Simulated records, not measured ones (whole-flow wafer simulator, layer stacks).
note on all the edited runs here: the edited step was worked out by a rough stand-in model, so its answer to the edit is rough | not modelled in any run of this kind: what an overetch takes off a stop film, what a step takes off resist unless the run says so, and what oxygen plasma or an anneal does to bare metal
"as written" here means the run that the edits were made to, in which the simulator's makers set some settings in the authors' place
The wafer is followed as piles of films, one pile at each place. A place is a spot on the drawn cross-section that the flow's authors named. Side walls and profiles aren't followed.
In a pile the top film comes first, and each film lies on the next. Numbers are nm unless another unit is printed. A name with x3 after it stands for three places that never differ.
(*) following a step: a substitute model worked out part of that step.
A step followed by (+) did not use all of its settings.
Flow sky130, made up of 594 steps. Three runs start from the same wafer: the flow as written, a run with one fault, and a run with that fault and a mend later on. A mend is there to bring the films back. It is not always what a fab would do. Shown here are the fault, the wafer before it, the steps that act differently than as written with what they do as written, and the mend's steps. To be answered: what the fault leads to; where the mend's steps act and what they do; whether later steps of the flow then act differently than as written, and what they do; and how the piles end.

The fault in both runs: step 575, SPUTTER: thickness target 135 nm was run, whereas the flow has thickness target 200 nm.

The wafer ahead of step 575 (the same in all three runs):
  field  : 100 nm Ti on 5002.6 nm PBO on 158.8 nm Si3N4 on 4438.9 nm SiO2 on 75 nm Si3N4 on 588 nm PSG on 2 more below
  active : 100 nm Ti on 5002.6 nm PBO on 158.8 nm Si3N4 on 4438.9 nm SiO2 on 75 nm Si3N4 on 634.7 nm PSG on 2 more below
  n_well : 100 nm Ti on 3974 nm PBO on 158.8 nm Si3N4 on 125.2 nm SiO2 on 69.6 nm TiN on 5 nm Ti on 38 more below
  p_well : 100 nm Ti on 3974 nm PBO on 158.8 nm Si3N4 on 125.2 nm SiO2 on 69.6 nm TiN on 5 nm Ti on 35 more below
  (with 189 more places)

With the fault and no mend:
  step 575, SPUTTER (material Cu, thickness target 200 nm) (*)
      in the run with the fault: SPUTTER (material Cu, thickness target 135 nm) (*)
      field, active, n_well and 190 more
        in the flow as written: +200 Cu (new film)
        in the run with the fault: +135 Cu (new film)
  Steps later in the flow that act otherwise than as written (7 more steps, not shown, differ only slightly: by at most 2% or 0.5 nm, whichever is larger):
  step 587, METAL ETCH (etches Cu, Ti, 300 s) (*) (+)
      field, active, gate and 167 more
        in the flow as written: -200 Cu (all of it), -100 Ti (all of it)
        in the run with the fault: -135 Cu (all of it), -100 Ti (all of it)
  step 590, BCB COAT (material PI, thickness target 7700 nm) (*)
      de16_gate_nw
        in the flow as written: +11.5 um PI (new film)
        in the run with the fault: +11.44 um PI (new film)
  The piles end different from the flow's at mim, sd_hvn, dext_nw_sti and 11 more by more than 2% or 0.5 nm, whichever is larger.
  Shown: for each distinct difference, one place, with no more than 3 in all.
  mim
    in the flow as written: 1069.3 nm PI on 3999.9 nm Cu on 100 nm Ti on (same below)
    in the run with the fault: 1130.1 nm PI on 3934.9 nm Cu on 100 nm Ti on (same below)
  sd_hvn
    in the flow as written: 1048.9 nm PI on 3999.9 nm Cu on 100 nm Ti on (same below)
    in the run with the fault: 1111.5 nm PI on 3934.9 nm Cu on 100 nm Ti on (same below)
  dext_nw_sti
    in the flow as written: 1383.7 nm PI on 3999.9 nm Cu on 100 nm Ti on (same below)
    in the run with the fault: 1442.1 nm PI on 3934.9 nm Cu on 100 nm Ti on (same below)

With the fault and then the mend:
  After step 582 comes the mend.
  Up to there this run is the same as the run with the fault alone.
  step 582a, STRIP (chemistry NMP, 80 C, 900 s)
      wcut_nhv, wcut_phv, wcut_fox_pw and 23 more
        -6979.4 i-line resist (all of it)
      mim_edge_plate_strap, mim_edge_plate, mim_edge_gap, mim_edge_gap_sheet, vpp_l1ln, dnw_fox
        -6980.8 i-line resist (all of it)
      gate_len, gate_lvt_sd_len, gate_p_sd_len, gate_p_hvt_sd_len, gate_p_lvt_sd_len, gate_len_250
        -6982 i-line resist (all of it)
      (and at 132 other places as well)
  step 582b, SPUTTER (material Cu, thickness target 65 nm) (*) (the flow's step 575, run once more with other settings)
      field, active, n_well and 190 more
        +65 Cu
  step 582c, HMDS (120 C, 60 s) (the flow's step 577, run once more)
      alters no film at any place that is followed
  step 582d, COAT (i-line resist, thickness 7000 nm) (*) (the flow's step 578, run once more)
      dice_street, wcut_nhv, wcut_phv and 18 more
        +7000 i-line resist (new film)
      poly_ln, iso_pw_fox, gate_lvt_sd, active_lvt, spacer_lvt, sonos_sd, sonos_cell_x, sonos_guard_x
        +7003.2 i-line resist (new film)
      vpp_iso2, mim_edge_plate_strap, mim_edge_plate, mim_edge_gap, mim_edge_gap_sheet, gate_hv_nvt, de16_nw_sti
        +7001.4 i-line resist (new film)
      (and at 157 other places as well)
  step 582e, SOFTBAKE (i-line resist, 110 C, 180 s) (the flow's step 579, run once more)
      de16_gate_pw, de16_pw_fp, de16_pw_sti, de16_psrc_nw
        -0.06 i-line resist
      field, active_lvt
        +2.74 i-line resist
      mim, vcap_hvt
        -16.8 i-line resist
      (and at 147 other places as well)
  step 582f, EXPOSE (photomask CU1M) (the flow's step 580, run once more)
      alters no film at any place that is followed
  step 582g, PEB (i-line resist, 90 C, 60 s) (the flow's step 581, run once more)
      field, active, n_well and 134 more
        -0.07 i-line resist
      pad
        -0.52 i-line resist
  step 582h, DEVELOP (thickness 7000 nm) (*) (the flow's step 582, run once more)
      field, active, gate and 167 more
        -20.6 i-line resist
      n_well, p_well, sd_n, sd_p
        -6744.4 i-line resist (all of it)
      dep_nw_sti, dep_ntap_nw, de16_nw_sti
        -7000.7 i-line resist (all of it)
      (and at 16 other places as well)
  Later steps of the flow that are run all act as written at every place that is followed.
  At every place that both follow, the piles at the end match the flow's.
